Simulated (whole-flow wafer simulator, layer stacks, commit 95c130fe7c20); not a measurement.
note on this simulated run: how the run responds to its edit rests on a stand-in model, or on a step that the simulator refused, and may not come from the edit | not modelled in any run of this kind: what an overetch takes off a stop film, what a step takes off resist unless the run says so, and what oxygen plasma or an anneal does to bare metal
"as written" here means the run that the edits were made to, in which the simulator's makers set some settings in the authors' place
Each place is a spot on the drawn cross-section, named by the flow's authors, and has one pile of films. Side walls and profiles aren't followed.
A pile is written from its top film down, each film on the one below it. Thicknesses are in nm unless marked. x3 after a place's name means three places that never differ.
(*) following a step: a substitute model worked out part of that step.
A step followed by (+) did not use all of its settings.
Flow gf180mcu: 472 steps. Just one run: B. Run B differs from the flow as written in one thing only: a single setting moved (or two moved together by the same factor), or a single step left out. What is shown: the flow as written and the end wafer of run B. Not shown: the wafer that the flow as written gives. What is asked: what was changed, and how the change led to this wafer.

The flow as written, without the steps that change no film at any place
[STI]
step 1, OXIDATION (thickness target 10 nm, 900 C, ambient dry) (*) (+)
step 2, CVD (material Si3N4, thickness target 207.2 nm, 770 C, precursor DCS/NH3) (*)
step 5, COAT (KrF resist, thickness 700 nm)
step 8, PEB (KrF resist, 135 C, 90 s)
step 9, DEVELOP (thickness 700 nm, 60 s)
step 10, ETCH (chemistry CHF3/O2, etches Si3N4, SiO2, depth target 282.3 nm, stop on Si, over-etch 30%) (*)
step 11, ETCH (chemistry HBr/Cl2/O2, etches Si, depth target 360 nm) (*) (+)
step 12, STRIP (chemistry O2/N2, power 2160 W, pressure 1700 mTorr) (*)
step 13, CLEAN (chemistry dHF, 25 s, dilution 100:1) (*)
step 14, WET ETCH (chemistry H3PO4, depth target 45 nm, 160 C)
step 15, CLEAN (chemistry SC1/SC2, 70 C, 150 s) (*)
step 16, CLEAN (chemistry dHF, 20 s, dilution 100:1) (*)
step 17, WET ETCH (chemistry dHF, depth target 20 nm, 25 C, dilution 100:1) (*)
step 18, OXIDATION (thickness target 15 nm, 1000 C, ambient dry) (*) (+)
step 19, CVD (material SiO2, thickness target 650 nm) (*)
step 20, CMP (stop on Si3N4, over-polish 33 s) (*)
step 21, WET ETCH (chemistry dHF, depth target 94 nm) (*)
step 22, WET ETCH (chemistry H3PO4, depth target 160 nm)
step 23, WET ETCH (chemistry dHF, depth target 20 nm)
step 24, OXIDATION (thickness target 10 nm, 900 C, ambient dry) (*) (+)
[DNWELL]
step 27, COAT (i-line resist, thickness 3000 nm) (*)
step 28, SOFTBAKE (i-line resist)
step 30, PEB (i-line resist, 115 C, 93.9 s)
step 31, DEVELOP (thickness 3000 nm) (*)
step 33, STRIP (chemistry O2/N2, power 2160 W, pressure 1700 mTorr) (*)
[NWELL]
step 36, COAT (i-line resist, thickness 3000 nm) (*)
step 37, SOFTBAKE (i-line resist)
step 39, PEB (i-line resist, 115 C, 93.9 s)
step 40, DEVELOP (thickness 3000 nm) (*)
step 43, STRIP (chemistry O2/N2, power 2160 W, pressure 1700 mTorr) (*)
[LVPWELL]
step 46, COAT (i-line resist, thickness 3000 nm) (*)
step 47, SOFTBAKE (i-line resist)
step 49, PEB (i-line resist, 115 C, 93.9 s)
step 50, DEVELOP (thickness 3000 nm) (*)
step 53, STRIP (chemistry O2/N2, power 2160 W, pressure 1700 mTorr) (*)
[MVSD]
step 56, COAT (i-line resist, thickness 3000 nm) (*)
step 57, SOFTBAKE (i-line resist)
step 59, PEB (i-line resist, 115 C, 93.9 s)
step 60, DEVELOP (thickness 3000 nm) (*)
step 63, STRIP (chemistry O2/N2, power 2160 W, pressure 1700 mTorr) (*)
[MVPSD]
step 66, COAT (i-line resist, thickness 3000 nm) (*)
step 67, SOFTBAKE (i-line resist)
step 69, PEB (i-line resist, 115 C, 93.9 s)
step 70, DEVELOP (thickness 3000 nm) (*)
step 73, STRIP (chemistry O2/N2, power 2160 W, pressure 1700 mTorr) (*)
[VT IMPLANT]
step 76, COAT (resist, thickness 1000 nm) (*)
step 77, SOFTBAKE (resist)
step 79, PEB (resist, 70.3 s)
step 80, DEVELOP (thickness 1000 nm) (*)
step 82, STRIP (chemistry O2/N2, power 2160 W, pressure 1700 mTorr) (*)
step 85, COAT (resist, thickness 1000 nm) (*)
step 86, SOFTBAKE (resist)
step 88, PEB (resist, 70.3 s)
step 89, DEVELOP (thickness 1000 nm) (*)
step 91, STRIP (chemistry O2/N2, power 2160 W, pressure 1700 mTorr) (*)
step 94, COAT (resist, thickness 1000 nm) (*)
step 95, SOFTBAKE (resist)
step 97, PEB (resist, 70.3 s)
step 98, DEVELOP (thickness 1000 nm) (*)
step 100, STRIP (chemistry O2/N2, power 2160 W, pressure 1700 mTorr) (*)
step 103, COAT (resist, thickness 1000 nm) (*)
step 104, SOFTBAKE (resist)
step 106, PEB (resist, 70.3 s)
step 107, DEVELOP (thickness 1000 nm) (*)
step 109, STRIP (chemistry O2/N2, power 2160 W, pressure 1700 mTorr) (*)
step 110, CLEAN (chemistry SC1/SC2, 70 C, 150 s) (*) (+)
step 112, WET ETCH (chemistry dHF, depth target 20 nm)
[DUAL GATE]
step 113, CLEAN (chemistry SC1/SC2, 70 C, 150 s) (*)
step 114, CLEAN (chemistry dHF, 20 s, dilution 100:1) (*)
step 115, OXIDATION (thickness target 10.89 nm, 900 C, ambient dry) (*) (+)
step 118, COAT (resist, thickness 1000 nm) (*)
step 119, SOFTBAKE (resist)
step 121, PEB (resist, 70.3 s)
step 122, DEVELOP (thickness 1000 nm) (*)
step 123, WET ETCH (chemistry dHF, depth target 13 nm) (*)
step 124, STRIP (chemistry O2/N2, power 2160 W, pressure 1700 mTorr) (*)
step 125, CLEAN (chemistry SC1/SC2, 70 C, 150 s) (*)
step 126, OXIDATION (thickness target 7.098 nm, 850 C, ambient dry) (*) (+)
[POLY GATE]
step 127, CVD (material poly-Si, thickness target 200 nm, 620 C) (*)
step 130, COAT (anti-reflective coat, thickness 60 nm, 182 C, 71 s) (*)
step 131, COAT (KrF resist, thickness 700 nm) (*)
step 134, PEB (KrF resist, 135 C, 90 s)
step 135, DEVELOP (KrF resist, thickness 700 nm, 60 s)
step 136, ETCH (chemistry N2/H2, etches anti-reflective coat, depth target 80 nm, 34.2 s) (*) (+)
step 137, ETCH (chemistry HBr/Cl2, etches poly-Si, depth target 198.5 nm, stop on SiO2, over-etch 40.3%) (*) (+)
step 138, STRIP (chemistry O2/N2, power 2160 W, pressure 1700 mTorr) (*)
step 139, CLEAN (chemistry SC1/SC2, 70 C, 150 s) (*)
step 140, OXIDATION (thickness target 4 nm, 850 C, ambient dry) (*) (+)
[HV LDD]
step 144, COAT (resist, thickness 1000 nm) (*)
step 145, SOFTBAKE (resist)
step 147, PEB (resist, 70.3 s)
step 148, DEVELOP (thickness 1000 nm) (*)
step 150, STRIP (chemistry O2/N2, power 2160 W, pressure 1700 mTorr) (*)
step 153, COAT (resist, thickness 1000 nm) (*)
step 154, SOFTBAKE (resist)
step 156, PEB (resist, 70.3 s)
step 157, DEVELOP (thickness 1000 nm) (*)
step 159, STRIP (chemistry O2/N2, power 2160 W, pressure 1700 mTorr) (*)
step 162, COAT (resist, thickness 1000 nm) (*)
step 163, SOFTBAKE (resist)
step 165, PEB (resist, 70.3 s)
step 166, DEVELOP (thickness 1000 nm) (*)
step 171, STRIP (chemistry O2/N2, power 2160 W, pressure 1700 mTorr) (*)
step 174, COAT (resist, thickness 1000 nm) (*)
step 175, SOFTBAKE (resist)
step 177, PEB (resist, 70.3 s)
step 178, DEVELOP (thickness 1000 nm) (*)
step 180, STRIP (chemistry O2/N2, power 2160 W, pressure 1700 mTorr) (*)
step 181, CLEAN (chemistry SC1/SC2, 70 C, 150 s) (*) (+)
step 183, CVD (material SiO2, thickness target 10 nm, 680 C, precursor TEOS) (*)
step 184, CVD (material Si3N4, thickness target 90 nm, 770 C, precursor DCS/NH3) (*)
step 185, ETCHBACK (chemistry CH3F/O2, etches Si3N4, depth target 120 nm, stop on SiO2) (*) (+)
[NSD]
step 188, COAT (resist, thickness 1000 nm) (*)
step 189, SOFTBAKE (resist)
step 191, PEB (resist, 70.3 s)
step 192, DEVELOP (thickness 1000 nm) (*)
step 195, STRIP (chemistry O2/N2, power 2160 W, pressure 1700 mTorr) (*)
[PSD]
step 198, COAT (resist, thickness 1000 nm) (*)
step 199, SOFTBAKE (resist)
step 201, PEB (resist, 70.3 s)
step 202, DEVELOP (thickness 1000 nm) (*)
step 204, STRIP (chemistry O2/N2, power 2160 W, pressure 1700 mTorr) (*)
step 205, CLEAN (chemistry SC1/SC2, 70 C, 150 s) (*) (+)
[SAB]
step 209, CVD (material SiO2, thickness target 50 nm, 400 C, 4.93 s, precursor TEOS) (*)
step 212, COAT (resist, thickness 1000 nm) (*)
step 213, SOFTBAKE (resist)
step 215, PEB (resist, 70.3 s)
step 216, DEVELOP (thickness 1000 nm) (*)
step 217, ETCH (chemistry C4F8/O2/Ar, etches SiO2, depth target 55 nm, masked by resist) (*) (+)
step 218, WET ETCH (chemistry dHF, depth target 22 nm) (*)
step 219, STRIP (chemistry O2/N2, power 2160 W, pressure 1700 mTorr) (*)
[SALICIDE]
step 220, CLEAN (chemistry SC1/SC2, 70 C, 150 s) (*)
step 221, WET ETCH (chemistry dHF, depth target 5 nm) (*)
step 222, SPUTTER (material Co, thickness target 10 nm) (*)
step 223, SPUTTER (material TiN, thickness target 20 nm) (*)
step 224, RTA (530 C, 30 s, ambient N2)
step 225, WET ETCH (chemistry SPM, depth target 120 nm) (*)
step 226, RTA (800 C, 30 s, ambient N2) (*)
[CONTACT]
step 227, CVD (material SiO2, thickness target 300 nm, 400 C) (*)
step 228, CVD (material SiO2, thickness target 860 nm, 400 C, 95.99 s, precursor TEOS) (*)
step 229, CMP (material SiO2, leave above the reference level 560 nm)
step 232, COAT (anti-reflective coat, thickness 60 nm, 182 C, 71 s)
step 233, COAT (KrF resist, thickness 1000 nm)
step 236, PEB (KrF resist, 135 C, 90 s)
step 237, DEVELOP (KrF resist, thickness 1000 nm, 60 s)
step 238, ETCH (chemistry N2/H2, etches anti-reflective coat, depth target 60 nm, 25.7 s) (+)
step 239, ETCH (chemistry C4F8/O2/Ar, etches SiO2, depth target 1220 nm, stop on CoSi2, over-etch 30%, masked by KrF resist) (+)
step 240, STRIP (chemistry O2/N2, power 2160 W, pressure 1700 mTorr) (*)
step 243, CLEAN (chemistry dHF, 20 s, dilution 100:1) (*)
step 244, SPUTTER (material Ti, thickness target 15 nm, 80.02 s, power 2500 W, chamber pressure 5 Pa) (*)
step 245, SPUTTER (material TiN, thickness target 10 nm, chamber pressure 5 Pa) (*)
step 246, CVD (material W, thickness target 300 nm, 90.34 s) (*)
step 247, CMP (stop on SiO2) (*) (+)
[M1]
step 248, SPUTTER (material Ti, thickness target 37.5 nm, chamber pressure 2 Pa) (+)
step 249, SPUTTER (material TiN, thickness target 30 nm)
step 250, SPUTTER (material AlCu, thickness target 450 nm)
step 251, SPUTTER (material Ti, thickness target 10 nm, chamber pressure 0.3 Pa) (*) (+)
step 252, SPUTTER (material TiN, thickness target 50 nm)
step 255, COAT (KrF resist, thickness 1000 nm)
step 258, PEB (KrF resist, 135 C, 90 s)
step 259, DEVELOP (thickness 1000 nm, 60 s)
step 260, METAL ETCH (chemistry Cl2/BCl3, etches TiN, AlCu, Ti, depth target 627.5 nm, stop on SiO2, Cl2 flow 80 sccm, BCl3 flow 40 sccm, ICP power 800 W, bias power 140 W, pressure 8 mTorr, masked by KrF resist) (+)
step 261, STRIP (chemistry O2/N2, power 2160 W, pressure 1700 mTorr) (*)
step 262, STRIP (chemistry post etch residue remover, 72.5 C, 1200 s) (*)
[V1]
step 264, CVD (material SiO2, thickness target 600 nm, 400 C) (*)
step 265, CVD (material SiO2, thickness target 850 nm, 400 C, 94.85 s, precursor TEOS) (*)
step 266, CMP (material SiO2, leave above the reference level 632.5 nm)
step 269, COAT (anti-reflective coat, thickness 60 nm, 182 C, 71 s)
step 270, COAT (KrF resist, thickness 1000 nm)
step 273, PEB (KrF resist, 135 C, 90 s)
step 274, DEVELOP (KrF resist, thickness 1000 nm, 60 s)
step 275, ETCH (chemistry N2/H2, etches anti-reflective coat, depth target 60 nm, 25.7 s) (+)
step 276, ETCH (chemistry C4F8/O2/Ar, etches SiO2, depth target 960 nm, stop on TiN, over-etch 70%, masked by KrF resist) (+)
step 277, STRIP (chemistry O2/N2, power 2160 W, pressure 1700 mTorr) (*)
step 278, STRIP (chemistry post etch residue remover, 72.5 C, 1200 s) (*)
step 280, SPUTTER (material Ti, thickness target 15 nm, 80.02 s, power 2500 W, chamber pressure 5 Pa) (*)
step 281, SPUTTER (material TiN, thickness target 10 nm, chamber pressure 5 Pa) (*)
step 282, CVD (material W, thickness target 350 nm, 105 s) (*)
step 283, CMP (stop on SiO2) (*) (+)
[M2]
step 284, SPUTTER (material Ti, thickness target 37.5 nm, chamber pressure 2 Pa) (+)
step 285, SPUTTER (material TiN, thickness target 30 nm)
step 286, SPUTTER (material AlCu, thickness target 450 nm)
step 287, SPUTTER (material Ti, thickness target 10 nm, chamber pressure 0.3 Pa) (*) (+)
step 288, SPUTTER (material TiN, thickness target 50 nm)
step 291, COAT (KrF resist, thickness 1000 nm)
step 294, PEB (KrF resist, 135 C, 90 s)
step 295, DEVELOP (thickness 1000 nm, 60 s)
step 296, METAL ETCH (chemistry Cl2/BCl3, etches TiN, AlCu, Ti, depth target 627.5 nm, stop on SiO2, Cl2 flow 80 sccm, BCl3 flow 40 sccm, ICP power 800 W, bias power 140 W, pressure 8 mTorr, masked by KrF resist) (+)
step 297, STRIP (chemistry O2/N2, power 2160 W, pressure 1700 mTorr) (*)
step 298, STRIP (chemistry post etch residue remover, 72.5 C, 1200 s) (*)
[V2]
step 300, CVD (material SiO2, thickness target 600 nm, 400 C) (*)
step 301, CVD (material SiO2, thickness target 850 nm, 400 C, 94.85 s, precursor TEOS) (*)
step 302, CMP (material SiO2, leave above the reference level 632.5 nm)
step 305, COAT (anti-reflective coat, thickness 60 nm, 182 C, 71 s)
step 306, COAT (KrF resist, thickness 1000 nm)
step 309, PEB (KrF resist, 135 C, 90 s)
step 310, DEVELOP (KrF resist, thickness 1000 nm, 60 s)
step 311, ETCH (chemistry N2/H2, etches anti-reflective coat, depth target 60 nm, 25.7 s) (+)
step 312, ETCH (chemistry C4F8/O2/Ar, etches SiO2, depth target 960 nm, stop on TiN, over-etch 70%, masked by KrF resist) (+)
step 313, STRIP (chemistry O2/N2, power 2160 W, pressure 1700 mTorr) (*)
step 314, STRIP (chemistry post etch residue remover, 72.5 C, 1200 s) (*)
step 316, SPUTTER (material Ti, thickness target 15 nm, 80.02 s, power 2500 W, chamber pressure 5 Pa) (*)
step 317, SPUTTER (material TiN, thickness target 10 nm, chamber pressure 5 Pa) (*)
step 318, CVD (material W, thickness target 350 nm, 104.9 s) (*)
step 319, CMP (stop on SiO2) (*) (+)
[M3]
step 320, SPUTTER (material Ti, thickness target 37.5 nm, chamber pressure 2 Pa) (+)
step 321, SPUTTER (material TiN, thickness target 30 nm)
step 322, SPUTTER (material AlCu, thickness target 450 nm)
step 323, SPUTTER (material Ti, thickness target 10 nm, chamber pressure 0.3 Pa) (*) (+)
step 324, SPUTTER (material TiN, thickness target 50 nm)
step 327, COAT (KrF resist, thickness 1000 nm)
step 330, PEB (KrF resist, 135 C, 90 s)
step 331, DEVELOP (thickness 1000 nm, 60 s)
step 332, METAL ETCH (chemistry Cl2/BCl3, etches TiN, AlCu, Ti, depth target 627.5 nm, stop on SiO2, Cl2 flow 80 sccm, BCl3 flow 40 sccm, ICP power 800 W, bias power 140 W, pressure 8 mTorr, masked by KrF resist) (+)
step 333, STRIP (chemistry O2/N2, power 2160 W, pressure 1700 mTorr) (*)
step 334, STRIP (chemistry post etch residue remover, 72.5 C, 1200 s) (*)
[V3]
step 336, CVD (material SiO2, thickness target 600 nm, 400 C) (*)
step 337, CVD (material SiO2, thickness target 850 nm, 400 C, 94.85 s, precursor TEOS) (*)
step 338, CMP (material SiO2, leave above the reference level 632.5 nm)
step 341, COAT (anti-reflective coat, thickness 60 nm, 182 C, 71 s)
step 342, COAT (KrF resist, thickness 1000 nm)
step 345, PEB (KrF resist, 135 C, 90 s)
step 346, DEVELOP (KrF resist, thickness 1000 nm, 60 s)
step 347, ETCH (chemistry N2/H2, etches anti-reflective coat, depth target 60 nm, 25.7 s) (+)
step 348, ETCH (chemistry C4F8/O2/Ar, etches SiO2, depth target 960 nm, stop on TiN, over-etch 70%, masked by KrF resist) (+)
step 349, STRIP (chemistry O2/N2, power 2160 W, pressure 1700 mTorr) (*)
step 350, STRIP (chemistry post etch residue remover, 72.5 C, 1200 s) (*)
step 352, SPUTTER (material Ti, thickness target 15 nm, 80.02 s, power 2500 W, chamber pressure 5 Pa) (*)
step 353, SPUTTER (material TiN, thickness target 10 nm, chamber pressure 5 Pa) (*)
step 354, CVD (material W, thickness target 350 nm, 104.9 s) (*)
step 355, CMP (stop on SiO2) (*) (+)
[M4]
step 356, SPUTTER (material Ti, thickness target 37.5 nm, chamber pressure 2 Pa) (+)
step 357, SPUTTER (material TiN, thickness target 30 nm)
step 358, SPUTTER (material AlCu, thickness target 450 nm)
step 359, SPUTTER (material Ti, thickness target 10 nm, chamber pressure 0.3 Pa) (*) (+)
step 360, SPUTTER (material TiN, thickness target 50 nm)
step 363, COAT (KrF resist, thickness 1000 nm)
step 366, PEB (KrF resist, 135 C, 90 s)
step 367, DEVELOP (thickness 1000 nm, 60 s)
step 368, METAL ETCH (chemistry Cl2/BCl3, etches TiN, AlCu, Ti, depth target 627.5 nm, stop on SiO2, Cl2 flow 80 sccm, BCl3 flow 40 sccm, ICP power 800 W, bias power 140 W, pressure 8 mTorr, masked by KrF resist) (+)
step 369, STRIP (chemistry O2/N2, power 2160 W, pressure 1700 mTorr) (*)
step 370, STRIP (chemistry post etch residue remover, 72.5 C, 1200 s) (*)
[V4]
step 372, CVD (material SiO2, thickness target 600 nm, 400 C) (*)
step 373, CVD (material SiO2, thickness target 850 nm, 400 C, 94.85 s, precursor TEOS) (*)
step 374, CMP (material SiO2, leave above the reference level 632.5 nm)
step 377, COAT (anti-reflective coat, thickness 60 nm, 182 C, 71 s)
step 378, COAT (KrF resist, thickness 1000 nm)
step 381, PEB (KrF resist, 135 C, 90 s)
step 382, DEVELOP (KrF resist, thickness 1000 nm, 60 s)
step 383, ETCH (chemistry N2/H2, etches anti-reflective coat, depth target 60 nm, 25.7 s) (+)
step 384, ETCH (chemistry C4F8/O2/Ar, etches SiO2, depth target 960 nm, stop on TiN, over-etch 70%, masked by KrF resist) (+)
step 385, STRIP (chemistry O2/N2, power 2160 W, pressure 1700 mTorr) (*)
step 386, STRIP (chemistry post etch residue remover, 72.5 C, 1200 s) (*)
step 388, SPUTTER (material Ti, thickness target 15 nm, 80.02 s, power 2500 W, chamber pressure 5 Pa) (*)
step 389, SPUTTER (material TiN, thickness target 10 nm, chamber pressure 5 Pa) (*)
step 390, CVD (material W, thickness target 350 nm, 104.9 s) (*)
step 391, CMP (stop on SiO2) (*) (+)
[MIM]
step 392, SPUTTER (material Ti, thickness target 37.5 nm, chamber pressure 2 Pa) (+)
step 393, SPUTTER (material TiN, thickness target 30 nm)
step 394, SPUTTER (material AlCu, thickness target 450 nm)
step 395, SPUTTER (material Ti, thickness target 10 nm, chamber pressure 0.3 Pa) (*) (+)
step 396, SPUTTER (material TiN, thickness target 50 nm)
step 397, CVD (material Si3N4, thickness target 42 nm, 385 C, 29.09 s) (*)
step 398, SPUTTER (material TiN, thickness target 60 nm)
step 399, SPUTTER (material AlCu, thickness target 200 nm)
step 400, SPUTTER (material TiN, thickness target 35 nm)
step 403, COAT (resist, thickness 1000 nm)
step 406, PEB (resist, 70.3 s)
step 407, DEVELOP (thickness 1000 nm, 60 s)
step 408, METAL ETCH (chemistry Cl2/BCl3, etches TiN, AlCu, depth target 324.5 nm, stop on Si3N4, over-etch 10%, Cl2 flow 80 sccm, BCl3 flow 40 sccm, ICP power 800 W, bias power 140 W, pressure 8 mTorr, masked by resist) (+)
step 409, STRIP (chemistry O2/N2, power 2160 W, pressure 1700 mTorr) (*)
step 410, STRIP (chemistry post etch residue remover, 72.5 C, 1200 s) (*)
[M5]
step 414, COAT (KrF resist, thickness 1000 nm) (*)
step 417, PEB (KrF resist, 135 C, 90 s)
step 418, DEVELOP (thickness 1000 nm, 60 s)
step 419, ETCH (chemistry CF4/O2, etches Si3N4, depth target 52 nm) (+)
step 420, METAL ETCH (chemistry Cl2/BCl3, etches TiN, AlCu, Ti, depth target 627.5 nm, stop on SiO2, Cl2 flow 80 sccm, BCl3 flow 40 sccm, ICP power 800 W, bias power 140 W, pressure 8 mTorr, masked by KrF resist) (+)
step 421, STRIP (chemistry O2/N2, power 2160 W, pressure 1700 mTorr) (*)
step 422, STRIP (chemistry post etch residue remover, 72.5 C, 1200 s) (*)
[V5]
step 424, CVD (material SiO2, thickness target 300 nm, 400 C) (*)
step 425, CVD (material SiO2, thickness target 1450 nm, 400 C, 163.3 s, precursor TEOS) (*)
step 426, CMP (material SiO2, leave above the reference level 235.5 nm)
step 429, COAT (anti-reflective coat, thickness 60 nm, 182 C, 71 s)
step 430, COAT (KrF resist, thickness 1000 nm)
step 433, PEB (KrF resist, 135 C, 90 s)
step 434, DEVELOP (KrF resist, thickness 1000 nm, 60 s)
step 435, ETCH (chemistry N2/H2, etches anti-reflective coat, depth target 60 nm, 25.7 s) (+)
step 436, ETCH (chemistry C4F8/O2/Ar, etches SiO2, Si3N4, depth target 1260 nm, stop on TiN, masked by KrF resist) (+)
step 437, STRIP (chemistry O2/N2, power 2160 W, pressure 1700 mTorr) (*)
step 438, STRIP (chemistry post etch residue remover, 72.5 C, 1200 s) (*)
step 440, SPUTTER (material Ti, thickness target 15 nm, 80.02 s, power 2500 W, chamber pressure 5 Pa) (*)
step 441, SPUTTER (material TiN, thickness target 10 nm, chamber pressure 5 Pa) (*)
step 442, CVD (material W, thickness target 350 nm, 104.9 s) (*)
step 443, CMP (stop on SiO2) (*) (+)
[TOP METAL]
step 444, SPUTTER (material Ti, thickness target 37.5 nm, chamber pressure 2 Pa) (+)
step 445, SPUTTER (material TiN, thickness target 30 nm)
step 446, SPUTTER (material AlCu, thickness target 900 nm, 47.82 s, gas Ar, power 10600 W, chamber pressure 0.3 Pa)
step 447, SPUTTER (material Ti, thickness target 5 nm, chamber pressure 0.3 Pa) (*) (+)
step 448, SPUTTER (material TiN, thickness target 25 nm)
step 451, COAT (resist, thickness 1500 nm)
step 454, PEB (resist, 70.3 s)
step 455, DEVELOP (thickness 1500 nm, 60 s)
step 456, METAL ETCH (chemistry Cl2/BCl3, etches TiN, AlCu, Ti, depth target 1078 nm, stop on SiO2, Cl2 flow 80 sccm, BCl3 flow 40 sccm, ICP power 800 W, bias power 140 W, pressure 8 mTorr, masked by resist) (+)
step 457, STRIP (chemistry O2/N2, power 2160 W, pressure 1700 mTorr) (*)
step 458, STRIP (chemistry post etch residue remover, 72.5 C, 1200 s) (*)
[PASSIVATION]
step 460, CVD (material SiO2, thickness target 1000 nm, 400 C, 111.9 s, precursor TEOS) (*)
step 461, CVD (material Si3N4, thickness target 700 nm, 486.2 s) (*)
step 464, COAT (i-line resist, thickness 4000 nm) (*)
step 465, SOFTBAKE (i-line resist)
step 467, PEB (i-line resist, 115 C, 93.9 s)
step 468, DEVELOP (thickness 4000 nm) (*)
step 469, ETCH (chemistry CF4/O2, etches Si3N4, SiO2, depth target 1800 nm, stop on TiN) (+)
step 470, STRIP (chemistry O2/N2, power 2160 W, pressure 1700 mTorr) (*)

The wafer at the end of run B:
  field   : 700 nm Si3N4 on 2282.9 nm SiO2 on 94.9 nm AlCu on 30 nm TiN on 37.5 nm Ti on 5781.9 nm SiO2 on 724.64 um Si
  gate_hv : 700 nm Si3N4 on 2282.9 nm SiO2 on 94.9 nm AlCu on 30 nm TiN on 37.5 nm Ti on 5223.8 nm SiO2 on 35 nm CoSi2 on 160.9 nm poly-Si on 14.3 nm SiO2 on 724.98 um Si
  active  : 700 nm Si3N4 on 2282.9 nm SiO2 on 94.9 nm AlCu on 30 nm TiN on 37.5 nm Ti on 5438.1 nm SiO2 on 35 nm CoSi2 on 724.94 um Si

What caused this: step 420, METAL ETCH: depth target 407.9 nm was run, whereas the flow has depth target 627.5 nm.

How this came from the change, step by step:
  step 420, METAL ETCH (chemistry Cl2/BCl3, etches TiN, AlCu, Ti, depth target 627.5 nm, stop on SiO2, Cl2 flow 80 sccm, BCl3 flow 40 sccm, ICP power 800 W, bias power 140 W, pressure 8 mTorr, masked by KrF resist) (+)
      field, field__w1, field__w2 and 101 more: -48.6 TiN (all of it), -10 Ti (all of it), -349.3 AlCu (as written it would have been: -48.6 TiN (all of it), -10 Ti (all of it), -450 AlCu (all of it), -30 TiN (all of it), -37.5 Ti (all of it))
      field__w4, field__w8, contact, m1, m1__w1, mim, mim_1p0, m1_nw: -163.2 KrF resist (as written it would have been: -251 KrF resist)
  step 421, STRIP (chemistry O2/N2, power 2160 W, pressure 1700 mTorr) (*)
      field__w8, m1__w1: -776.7 KrF resist (all of it) (as written it would have been: -688.9 KrF resist (all of it))
      field__w4: -819.5 KrF resist (all of it) (as written it would have been: -731.6 KrF resist (all of it))
      (and at 5 other places as well)
  step 422, STRIP (chemistry post etch residue remover, 72.5 C, 1200 s) (*)
      field, field__w1, field__w2 and 101 more: -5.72 AlCu (as written it would have been: nothing)
  step 424, CVD (material SiO2, thickness target 300 nm, 400 C) (*)
      field, field__w1, field__w2 and 101 more: +300 SiO2 (new film) (as written it would have been: +300 SiO2)
  step 426, CMP (material SiO2, leave above the reference level 235.5 nm)
      field, field__w1, field__w5 and 92 more: -463.3 SiO2 (as written it would have been: -300.8 SiO2)
      field__w2, field__w3, field__w12 and 6 more: -442.5 SiO2 (as written it would have been: -272.7 SiO2)
Taking metal films that touch as one body, field has 1 body; the flow as written gives 0 bodies.
Taking metal films that touch as one body, gate_hv has 2 bodies (between them, from the top down: SiO2 5223.8); the flow as written gives 1 body.
Taking metal films that touch as one body, active has 2 bodies (between them, from the top down: SiO2 5438.1); the flow as written gives 1 body.
